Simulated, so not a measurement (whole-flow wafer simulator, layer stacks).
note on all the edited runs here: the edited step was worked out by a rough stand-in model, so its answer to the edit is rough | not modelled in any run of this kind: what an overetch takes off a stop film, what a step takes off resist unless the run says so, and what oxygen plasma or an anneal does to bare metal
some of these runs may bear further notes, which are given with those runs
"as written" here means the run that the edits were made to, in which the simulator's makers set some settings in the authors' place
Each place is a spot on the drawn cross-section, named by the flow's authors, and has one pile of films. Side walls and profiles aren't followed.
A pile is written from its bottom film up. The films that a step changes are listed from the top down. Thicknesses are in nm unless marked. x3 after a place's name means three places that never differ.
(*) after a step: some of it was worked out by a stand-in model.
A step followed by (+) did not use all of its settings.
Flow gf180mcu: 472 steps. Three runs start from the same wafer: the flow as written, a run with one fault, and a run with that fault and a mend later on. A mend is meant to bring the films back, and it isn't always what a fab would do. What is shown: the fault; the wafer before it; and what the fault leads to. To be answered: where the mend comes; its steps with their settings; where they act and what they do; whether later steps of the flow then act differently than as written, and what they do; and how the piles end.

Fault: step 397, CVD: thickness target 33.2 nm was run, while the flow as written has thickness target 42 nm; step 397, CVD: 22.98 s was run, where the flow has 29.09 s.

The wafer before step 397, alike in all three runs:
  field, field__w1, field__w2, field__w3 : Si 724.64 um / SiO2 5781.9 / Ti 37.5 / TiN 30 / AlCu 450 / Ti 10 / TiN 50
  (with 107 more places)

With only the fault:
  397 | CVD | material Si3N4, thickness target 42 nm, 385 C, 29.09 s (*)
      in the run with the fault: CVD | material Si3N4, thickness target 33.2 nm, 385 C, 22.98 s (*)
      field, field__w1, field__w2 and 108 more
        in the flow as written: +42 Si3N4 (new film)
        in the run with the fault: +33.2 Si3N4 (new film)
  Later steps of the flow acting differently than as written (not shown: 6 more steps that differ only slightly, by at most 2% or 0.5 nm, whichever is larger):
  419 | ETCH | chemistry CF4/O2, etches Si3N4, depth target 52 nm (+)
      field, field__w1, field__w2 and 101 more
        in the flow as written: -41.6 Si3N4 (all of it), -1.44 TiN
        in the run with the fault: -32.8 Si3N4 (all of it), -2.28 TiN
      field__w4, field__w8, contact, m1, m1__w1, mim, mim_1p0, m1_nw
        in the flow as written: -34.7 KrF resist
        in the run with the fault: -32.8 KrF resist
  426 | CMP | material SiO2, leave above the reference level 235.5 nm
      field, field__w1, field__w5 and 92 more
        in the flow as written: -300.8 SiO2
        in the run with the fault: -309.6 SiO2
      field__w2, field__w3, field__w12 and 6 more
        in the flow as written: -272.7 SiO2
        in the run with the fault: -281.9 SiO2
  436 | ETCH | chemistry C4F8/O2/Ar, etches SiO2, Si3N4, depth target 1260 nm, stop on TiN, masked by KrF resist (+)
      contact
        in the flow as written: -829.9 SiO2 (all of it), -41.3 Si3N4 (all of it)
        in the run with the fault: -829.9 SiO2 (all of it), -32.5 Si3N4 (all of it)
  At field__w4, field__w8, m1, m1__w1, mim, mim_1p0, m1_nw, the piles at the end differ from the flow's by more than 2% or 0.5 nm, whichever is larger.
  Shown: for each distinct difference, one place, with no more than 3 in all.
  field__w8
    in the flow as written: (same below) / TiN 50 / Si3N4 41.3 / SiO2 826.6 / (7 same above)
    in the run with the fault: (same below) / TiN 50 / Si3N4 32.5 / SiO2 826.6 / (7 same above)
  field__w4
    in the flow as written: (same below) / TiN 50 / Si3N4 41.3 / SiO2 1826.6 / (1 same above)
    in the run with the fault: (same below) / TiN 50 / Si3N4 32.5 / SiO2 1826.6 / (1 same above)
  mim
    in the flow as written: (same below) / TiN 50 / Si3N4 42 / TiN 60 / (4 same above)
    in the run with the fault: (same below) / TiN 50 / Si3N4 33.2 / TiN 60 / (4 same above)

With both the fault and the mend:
  After step 397 comes the mend.
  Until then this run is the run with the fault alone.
  397a | CVD | material Si3N4, thickness target 8.8 nm, 385 C, 6.094 s (a further turn of the flow's step 397, with different settings)
      field, field__w1, field__w2 and 108 more
        +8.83 Si3N4
  None of the later steps of the flow differs from how it acts as written, at any place that is followed, by more than 2% or 0.5 nm, whichever is larger.
  The piles end only slightly different from the flow's at the places that both follow, by no more than 2% or 0.5 nm, whichever is larger.
